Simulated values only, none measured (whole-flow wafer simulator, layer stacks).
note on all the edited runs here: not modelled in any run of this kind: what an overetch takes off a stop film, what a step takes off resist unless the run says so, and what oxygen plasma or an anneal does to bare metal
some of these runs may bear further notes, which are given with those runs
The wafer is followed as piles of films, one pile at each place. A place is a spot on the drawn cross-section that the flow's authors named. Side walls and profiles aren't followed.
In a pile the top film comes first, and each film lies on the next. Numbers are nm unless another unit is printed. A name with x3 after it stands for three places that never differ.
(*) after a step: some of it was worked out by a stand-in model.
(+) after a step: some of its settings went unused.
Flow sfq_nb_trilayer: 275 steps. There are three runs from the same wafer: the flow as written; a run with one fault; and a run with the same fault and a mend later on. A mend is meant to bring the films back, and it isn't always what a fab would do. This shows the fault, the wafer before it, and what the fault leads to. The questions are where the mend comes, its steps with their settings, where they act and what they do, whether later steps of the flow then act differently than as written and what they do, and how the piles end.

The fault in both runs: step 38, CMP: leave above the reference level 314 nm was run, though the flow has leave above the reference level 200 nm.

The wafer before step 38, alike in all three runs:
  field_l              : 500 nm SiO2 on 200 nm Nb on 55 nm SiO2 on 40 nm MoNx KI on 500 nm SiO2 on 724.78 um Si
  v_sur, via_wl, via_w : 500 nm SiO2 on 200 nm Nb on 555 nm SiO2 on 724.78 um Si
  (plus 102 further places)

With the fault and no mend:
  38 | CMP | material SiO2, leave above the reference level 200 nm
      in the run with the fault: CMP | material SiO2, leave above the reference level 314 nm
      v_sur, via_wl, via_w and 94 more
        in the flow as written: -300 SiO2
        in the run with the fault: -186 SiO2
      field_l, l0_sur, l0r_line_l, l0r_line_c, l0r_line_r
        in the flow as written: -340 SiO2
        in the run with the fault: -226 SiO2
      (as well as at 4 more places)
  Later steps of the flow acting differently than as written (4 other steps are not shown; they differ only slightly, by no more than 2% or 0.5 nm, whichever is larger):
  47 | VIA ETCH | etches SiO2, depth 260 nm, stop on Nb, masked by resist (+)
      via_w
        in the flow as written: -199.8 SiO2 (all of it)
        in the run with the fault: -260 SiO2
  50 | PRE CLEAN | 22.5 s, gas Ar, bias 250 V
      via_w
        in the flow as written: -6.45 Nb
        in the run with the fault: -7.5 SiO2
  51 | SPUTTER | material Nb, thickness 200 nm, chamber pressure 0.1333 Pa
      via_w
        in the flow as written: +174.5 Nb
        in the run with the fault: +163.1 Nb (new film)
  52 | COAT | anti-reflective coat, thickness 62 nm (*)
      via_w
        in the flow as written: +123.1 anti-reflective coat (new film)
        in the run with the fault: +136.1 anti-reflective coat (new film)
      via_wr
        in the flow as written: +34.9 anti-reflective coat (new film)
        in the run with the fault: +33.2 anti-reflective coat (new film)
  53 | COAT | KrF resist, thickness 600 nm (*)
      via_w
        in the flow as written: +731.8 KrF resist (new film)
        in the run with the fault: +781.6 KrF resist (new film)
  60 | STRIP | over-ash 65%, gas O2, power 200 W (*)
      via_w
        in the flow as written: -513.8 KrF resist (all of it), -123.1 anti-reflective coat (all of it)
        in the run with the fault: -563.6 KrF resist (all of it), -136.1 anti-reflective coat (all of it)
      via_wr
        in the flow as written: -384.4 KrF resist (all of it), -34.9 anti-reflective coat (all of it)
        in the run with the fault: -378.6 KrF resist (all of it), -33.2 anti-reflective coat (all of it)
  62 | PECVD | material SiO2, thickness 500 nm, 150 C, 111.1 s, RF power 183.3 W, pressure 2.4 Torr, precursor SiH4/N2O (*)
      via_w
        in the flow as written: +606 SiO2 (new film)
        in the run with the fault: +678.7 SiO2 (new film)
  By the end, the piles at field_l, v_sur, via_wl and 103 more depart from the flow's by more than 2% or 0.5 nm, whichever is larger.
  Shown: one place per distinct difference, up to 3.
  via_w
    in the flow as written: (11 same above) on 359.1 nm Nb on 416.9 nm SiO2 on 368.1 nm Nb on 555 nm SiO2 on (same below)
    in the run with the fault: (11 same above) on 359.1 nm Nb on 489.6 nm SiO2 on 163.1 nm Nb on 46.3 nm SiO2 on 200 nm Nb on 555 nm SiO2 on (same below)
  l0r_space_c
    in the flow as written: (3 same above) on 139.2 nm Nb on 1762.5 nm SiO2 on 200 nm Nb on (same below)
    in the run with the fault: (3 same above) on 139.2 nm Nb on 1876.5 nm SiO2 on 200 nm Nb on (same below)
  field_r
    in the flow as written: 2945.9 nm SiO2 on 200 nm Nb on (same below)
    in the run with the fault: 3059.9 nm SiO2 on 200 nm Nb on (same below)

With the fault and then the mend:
  The mend follows step 45.
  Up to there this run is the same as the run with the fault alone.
  45a | STRIP | over-ash 65%, gas O2, power 200 W (*)
      field_l, v_sur, via_wl and 102 more
        -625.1 KrF resist (all of it), -62 anti-reflective coat (all of it)
      via_w
        -62 anti-reflective coat (all of it)
  45b | CMP | material SiO2, leave above the reference level 200 nm (a further turn of the flow's step 38)
      field_l, v_sur, via_wl and 103 more
        -114 SiO2
  45c | COAT | anti-reflective coat, thickness 62 nm (a further turn of the flow's step 40)
      field_l, v_sur, via_wl and 103 more
        +62 anti-reflective coat (new film)
  45d | COAT | KrF resist, thickness 650 nm (a further turn of the flow's step 41)
      field_l, v_sur, via_wl and 103 more
        +650 KrF resist (new film)
  45e | SOFTBAKE | KrF resist (a further turn of the flow's step 42)
      alters no film at any place that is followed
  45f | EXPOSE | photomask I0, dose 11.91 mJ/cm2, NA 0.6, wavelength 248 nm (*) (a further turn of the flow's step 43)
      alters no film at any place that is followed
  45g | PEB | KrF resist, 90 s (a further turn of the flow's step 44)
      field_l, v_sur, via_wl and 103 more
        -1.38 KrF resist
  45h | DEVELOP | KrF resist, thickness 650 nm, 60 s (a further turn of the flow's step 45)
      field_l, v_sur, via_wl and 102 more
        -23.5 KrF resist
      via_w
        -648.6 KrF resist (all of it)
  None of the later steps of the flow acts differently than as written at any place that is followed.
  By the end, the piles equal the flow's at every place that both follow.
